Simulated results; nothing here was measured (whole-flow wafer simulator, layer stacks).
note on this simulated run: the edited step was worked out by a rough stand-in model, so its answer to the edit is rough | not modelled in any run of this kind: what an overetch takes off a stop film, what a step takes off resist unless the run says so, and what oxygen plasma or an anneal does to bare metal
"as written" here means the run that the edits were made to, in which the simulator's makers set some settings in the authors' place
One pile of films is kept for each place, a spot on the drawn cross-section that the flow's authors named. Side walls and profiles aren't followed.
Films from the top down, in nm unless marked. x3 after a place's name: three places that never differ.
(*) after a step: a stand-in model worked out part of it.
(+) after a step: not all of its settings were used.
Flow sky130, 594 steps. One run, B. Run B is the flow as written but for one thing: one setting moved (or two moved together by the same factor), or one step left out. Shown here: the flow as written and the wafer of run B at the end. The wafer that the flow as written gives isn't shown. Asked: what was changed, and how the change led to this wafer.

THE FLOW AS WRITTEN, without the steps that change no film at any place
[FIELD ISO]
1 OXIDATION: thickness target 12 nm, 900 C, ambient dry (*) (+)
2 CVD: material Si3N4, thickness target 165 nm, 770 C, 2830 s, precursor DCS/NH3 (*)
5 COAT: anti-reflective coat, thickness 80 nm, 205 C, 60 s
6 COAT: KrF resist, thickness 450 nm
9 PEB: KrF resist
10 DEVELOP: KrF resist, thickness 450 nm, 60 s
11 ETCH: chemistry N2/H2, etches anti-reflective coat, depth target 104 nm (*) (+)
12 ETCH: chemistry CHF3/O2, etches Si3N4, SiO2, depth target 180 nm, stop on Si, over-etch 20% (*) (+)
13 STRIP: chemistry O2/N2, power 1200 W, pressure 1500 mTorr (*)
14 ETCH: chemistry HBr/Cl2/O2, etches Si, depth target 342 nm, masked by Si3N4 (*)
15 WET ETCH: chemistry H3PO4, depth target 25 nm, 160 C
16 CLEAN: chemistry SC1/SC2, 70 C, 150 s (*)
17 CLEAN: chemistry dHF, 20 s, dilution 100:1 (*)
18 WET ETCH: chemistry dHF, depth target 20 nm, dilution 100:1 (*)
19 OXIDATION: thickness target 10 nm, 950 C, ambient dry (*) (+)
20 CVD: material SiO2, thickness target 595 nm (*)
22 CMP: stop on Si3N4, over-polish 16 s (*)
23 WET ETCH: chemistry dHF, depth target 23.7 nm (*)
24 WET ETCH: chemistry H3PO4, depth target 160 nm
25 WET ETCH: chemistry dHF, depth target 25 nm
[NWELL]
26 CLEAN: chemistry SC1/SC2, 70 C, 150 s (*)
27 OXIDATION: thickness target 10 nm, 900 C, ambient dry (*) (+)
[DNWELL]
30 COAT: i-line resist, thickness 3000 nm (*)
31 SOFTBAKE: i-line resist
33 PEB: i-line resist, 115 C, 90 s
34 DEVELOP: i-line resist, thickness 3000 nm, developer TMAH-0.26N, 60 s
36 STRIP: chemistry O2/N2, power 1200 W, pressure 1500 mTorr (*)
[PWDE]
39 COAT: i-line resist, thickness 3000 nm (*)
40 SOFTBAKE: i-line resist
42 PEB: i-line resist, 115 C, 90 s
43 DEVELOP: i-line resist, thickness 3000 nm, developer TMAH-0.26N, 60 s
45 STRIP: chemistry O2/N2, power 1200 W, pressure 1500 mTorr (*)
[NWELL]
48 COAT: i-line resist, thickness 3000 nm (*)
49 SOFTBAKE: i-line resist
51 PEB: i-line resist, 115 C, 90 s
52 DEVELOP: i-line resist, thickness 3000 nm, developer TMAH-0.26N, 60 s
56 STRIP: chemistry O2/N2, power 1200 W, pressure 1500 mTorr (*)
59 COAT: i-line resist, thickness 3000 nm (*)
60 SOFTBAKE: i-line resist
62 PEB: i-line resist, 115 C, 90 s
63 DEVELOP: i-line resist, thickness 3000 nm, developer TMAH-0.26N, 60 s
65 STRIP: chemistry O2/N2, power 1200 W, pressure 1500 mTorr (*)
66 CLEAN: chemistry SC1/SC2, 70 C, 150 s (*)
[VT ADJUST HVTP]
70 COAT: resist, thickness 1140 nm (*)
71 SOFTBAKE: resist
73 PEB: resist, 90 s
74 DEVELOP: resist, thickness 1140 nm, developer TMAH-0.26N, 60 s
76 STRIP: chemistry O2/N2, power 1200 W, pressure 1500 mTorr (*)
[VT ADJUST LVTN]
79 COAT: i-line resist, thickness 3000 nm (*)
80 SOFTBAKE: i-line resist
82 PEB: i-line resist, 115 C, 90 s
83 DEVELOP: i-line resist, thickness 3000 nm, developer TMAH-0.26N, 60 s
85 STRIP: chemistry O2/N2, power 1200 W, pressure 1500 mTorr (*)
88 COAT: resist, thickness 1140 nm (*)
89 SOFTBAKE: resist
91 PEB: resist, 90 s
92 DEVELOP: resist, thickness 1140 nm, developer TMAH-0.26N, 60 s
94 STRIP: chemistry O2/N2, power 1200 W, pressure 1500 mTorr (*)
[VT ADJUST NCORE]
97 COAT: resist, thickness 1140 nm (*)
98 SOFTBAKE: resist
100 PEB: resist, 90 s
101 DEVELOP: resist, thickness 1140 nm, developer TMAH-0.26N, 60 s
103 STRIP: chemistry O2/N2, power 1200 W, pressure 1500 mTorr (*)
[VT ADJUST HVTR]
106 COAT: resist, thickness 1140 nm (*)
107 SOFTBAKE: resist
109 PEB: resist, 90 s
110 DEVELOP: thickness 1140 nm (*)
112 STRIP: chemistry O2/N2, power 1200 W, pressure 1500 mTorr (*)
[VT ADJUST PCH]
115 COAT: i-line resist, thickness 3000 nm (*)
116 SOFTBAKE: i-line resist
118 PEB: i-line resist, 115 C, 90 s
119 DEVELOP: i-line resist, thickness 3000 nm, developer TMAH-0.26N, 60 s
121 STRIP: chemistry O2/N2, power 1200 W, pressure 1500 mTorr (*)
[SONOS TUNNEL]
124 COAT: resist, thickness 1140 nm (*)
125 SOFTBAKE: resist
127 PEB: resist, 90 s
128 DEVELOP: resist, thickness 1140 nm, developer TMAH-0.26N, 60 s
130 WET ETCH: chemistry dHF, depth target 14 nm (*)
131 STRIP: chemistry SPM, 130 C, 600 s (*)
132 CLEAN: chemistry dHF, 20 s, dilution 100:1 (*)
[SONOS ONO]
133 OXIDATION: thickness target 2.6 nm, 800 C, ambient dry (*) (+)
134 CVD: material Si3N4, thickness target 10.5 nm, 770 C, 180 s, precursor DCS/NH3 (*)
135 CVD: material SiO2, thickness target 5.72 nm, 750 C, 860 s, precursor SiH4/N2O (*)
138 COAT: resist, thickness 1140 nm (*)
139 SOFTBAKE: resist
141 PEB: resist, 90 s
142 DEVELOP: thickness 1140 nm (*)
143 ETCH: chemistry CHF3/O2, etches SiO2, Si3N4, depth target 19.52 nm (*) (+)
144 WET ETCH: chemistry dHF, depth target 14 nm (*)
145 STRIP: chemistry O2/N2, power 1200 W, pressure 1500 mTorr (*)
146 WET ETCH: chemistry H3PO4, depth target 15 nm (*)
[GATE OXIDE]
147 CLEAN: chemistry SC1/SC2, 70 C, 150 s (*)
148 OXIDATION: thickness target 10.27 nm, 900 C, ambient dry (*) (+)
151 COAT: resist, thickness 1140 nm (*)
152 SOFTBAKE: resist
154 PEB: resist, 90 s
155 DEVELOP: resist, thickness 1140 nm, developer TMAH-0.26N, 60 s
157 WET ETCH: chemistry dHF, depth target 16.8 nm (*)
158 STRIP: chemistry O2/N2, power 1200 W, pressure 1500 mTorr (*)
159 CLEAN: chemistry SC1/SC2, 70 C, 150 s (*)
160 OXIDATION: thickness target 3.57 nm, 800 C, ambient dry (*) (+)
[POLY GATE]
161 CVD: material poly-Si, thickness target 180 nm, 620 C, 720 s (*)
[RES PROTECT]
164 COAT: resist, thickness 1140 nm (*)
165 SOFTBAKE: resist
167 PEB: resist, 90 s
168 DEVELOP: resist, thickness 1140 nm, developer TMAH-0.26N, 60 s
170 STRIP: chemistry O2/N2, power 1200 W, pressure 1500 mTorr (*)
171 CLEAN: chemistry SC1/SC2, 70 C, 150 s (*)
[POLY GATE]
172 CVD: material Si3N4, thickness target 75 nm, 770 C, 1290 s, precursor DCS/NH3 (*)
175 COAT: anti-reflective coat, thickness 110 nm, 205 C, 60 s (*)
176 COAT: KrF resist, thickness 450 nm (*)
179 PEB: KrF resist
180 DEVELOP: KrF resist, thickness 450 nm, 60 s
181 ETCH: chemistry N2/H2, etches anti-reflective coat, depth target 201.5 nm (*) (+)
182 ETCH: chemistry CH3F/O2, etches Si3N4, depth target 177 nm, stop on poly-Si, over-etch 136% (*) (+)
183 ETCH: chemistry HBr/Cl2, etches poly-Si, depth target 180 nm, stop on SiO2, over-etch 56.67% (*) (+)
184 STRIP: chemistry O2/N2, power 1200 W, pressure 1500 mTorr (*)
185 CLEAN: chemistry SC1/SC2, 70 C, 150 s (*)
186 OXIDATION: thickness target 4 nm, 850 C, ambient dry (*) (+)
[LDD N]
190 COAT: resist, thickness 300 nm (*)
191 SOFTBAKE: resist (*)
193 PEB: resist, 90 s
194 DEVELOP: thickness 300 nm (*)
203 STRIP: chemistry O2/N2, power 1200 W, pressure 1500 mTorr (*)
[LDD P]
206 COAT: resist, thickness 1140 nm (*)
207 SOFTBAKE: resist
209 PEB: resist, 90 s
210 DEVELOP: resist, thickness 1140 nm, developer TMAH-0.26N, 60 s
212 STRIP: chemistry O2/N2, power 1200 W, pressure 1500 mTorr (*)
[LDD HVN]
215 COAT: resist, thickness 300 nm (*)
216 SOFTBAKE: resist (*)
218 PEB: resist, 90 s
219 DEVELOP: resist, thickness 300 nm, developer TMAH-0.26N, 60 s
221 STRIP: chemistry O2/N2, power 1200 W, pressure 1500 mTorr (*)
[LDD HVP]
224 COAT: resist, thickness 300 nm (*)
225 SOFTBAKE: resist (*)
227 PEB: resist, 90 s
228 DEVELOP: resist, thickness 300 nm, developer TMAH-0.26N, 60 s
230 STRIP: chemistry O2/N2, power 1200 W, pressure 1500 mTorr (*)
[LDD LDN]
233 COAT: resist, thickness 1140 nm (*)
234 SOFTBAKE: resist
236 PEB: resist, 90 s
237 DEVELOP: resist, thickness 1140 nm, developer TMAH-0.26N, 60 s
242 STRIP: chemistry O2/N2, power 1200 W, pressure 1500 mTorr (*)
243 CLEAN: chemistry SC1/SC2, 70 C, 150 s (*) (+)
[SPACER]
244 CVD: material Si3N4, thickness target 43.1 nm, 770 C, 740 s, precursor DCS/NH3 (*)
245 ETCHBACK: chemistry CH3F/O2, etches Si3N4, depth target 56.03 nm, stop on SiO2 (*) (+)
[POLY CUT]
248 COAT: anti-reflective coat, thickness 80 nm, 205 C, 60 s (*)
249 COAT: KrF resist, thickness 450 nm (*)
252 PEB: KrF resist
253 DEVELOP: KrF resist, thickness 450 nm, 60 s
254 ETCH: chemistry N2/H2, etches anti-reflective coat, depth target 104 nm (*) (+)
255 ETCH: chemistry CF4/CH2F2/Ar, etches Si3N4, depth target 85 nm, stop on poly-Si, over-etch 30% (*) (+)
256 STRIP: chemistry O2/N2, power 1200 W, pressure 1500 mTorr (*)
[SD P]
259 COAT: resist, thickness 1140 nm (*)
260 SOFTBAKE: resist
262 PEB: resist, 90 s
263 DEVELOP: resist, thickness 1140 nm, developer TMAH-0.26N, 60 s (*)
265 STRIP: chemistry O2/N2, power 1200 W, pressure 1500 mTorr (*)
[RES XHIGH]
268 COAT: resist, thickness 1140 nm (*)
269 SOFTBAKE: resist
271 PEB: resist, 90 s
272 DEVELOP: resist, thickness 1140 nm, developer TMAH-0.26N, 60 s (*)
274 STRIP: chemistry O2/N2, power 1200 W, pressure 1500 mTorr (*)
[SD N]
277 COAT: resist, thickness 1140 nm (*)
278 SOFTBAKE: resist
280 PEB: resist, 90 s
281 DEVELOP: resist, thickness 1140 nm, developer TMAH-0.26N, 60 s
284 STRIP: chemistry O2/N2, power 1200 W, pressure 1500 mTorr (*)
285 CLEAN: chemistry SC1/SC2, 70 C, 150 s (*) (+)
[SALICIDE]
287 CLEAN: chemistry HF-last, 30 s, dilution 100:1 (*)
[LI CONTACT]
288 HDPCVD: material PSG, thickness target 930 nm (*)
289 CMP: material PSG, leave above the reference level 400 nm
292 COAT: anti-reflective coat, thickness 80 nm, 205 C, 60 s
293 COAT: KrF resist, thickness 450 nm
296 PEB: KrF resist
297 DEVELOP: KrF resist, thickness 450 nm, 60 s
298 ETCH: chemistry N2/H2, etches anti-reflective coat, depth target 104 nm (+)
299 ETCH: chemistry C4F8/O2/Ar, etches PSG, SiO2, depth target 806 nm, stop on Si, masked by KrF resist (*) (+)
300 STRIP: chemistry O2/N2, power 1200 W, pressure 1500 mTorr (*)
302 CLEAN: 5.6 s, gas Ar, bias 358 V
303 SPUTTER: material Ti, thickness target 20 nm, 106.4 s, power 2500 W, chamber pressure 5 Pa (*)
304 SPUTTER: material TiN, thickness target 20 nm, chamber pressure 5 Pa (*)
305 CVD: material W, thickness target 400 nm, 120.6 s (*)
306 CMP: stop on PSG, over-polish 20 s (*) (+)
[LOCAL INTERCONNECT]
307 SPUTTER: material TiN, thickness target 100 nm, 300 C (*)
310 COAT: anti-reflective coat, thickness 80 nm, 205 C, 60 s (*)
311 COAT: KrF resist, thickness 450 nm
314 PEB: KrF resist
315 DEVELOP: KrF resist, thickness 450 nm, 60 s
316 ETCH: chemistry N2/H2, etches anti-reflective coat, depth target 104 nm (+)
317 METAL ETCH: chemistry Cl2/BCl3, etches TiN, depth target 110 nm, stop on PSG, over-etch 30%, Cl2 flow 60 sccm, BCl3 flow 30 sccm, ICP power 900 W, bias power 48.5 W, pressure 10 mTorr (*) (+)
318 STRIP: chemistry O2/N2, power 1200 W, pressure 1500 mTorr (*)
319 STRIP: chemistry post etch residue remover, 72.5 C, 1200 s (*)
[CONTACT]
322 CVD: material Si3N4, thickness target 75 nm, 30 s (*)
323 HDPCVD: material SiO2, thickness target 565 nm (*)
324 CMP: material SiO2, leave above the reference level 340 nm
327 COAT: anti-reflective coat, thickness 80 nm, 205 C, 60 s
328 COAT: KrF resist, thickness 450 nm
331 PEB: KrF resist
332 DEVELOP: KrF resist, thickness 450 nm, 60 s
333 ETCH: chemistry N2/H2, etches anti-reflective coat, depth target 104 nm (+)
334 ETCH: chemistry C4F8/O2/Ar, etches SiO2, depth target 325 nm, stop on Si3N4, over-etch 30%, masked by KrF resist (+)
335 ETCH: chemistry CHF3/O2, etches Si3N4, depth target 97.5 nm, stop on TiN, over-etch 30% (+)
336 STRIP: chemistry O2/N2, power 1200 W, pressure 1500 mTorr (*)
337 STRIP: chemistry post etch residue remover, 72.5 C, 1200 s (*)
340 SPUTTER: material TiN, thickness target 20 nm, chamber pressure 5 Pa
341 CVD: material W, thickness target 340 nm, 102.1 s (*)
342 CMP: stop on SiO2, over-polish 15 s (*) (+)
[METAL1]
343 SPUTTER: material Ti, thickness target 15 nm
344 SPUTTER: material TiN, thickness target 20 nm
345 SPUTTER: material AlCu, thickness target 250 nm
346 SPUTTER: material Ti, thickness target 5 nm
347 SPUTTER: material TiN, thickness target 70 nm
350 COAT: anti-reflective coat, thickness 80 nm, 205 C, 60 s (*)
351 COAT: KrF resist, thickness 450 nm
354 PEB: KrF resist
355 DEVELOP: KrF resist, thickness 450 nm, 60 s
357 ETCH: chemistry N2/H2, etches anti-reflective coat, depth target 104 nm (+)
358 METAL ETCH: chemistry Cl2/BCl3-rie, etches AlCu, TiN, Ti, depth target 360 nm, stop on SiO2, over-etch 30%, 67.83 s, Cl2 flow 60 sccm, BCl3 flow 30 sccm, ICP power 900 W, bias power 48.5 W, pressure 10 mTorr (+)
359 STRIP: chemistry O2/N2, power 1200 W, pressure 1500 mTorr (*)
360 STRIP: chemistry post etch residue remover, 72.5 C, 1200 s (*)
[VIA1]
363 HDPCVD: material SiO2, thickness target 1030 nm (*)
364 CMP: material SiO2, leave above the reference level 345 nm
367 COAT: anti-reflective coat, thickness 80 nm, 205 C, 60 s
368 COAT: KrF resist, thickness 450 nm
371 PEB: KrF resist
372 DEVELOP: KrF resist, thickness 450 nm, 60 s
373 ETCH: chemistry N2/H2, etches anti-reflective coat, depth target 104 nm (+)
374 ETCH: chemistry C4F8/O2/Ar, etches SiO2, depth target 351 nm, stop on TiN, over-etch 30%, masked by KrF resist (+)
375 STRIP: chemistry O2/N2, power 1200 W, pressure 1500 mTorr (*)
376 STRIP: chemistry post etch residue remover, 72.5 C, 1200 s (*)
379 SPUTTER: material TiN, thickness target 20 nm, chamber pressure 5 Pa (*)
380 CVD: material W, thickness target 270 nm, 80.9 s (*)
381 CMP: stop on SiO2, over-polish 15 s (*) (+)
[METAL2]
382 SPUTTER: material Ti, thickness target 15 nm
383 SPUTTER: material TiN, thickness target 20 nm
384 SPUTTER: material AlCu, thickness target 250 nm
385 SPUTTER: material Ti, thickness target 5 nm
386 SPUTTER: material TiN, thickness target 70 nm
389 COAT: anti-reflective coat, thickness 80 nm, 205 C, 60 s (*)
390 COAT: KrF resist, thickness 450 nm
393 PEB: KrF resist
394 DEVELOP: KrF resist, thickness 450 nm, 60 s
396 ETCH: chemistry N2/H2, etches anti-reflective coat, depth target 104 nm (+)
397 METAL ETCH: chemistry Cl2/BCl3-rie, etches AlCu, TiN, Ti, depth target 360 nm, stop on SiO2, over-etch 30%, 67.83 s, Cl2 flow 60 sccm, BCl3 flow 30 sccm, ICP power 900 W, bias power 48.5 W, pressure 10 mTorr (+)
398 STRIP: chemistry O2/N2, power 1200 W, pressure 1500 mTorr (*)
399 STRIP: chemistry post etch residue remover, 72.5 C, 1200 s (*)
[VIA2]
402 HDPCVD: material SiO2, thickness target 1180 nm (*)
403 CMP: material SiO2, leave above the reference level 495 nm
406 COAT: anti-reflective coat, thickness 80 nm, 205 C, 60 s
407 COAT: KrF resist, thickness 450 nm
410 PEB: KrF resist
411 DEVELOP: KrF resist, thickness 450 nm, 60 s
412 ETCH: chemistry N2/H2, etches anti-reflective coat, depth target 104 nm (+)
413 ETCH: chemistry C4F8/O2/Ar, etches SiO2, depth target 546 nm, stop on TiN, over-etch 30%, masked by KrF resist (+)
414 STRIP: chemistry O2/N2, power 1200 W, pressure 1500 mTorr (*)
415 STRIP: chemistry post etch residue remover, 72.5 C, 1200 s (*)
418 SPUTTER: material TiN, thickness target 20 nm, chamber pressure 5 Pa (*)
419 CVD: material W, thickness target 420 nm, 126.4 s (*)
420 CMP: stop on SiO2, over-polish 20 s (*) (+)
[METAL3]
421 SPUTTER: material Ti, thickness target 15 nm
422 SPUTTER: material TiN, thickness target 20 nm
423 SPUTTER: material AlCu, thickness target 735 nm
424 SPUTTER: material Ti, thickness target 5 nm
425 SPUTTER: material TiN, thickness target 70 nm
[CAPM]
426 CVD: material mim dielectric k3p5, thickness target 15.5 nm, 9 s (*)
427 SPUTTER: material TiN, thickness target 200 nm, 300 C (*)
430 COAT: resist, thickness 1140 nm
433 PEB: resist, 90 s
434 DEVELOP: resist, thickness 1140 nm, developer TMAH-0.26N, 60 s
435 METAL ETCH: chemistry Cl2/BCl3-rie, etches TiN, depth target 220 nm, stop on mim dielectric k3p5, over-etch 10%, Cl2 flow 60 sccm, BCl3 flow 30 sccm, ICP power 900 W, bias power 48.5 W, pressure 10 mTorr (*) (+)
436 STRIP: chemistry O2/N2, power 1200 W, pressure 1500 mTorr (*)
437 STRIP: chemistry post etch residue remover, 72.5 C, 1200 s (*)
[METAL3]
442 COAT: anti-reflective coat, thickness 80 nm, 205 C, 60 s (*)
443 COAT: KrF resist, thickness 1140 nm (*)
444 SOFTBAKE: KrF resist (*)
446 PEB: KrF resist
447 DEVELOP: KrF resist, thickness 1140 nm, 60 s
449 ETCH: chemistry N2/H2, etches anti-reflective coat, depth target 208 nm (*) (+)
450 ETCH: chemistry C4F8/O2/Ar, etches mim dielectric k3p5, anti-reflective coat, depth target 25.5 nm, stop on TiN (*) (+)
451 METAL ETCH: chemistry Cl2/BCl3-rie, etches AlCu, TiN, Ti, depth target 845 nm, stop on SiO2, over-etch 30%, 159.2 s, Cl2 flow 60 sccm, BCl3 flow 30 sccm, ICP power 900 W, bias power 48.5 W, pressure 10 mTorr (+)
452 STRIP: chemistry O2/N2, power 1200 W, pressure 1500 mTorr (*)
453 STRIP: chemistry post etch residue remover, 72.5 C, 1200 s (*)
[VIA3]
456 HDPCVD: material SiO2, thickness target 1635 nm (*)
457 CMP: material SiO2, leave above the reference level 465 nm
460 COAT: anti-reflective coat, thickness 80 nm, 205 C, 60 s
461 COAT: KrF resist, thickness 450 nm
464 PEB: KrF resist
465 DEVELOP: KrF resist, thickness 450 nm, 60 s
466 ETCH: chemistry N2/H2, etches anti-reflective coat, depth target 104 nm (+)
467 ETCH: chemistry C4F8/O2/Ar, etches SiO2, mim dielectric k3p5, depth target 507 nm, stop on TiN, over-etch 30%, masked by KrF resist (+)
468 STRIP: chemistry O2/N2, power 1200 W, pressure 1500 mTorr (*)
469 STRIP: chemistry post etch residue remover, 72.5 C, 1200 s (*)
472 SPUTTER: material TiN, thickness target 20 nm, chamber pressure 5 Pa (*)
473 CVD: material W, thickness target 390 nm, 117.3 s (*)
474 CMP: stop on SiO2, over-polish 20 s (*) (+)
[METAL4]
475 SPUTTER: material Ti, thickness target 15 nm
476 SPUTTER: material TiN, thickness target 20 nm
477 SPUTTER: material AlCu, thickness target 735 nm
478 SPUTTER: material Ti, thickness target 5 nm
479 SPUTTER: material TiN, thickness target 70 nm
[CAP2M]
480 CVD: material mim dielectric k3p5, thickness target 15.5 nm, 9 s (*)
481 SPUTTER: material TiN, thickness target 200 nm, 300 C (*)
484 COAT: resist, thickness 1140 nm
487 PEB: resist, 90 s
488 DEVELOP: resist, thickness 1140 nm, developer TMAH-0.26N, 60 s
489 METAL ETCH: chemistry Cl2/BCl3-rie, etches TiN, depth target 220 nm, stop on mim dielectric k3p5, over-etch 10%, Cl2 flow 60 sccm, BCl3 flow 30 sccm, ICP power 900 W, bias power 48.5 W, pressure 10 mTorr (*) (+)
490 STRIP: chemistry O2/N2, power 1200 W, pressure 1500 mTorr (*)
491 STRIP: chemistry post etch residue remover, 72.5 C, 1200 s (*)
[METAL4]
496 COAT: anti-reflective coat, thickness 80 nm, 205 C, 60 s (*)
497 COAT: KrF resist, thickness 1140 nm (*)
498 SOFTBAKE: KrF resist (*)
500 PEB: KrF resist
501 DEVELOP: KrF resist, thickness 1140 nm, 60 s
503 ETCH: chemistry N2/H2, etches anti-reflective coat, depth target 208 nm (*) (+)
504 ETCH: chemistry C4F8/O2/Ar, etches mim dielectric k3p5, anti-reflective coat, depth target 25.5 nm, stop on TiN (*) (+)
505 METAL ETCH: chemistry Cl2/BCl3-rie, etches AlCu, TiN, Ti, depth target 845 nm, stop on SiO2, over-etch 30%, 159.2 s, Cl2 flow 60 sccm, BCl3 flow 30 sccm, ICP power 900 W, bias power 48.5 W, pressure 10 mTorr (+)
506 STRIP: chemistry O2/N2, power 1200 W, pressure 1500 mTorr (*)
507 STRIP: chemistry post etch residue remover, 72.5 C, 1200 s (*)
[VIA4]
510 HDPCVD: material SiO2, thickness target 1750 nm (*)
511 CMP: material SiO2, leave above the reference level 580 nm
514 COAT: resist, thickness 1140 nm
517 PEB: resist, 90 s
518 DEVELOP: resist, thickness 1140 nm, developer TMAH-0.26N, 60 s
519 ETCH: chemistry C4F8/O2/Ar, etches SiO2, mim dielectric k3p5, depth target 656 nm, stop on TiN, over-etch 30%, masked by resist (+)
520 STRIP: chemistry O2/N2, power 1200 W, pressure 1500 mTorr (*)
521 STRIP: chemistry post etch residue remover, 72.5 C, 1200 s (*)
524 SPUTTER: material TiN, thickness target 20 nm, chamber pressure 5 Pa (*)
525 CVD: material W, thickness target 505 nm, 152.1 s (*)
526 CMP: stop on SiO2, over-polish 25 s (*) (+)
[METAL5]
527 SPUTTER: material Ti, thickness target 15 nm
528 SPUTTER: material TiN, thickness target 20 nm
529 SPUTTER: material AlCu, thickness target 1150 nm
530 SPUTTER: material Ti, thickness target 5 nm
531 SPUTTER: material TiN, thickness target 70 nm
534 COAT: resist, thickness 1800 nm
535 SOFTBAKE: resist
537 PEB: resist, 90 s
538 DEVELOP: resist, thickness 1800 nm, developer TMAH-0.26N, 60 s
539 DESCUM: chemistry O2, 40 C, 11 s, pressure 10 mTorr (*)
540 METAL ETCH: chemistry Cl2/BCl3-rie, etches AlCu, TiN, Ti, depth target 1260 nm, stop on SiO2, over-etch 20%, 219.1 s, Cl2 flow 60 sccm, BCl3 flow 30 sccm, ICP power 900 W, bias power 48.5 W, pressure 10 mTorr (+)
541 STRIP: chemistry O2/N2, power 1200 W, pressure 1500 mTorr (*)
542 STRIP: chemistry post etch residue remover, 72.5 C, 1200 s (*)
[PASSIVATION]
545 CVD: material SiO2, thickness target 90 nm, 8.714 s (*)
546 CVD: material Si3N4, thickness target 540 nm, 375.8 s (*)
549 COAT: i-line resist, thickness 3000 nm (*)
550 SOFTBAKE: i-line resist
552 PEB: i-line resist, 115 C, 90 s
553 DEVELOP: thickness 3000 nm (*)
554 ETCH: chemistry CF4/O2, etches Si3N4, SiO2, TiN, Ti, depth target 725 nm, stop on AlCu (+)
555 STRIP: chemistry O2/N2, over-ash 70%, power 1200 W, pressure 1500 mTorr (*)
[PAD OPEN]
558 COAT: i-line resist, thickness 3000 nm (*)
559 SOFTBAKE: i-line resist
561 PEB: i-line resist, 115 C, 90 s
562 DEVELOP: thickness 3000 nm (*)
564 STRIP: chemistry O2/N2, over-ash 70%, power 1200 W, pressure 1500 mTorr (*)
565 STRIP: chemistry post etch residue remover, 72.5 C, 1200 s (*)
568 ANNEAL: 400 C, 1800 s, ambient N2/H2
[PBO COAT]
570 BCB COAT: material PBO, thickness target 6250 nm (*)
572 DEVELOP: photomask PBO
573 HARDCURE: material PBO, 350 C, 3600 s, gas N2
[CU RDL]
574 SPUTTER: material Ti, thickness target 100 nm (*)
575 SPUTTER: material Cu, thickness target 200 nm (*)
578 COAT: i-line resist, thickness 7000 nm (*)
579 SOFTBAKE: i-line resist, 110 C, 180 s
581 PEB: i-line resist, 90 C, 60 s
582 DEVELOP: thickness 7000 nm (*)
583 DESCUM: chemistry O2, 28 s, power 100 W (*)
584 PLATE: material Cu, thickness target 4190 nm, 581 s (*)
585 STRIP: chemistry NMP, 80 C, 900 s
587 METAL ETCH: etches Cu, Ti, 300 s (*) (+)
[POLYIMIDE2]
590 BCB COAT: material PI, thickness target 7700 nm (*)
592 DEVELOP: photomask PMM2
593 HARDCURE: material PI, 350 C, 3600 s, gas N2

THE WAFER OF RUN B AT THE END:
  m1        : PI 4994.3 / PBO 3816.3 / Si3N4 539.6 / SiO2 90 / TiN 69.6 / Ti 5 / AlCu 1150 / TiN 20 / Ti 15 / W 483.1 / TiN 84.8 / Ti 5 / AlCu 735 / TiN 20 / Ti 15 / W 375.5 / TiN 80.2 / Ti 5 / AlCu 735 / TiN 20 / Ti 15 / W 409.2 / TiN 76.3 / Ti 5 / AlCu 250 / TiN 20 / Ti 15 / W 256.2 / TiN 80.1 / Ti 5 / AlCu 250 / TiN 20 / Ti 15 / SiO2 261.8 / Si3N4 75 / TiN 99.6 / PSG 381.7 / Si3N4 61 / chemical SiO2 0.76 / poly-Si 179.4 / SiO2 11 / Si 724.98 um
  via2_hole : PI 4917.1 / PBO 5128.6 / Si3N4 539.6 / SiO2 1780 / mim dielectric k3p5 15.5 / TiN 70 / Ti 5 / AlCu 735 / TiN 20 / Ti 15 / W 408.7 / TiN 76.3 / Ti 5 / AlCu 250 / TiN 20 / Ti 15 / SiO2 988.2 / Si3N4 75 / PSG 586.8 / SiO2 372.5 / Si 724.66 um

The cause: step 418, SPUTTER: thickness target 14 nm was run, where the flow has thickness target 20 nm.

How the change led to this, step by step:
  418 SPUTTER: material TiN, thickness target 20 nm, chamber pressure 5 Pa (*)
      field, active, n_well and 186 more: TiN +14 (new film) (as written it would be: TiN +20 (new film))
      m1: TiN +7.14 (as written it would be: TiN +10.2)
      (and at 1 more place)
  420 CMP: stop on SiO2, over-polish 20 s (*) (+)
      field, active, n_well and 186 more: W -420 (all of it), TiN -14 (all of it), SiO2 -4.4 (as written it would be: W -420 (all of it), TiN -20 (all of it), SiO2 -4.4)
